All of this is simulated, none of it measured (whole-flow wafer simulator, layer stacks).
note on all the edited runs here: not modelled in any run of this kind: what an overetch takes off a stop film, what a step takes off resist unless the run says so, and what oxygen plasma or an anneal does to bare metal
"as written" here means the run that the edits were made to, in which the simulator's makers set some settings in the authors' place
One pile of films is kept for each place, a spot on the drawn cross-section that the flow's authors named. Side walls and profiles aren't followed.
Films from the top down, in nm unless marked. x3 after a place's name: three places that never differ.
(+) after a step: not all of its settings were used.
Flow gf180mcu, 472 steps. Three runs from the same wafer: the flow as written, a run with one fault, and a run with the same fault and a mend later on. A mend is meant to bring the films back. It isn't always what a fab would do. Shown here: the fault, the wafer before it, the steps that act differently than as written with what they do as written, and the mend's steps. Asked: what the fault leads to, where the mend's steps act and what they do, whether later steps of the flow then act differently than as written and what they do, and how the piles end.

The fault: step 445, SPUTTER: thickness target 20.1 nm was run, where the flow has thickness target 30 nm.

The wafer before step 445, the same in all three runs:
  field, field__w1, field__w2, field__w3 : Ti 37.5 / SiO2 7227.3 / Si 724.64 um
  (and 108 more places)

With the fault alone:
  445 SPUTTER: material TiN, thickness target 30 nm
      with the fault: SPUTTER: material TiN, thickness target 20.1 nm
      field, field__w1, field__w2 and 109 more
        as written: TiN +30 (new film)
        with the fault: TiN +20.1 (new film)
  Later steps of the flow that act differently than as written (5 more steps differ only slightly, by at most 2% or 0.5 nm, whichever is larger, and aren't shown):
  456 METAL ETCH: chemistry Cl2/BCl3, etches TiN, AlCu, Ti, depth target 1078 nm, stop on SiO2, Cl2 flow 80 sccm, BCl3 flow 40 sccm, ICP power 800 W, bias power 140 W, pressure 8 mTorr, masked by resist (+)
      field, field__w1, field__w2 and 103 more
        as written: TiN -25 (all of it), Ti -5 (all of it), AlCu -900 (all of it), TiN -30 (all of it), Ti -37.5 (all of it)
        with the fault: TiN -25 (all of it), Ti -5 (all of it), AlCu -900 (all of it), TiN -20.1 (all of it), Ti -37.5 (all of it)
  At the end the piles differ from the flow's by more than 2% or 0.5 nm, whichever is larger, at field__w8, contact, m1, m1__w1, pad, m1_nw.
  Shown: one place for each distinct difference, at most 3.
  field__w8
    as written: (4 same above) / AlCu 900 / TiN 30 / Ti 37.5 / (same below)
    with the fault: (4 same above) / AlCu 900 / TiN 20.1 / Ti 37.5 / (same below)
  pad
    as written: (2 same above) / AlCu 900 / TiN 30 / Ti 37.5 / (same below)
    with the fault: (2 same above) / AlCu 900 / TiN 20.1 / Ti 37.5 / (same below)

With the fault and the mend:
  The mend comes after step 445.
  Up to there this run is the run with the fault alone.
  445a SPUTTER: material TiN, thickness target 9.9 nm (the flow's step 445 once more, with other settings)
      field, field__w1, field__w2 and 109 more
        TiN +9.9
  No later step of the flow acts differently than as written at any place that is followed.
  At the end the piles are the same as the flow's at every place that both follow.
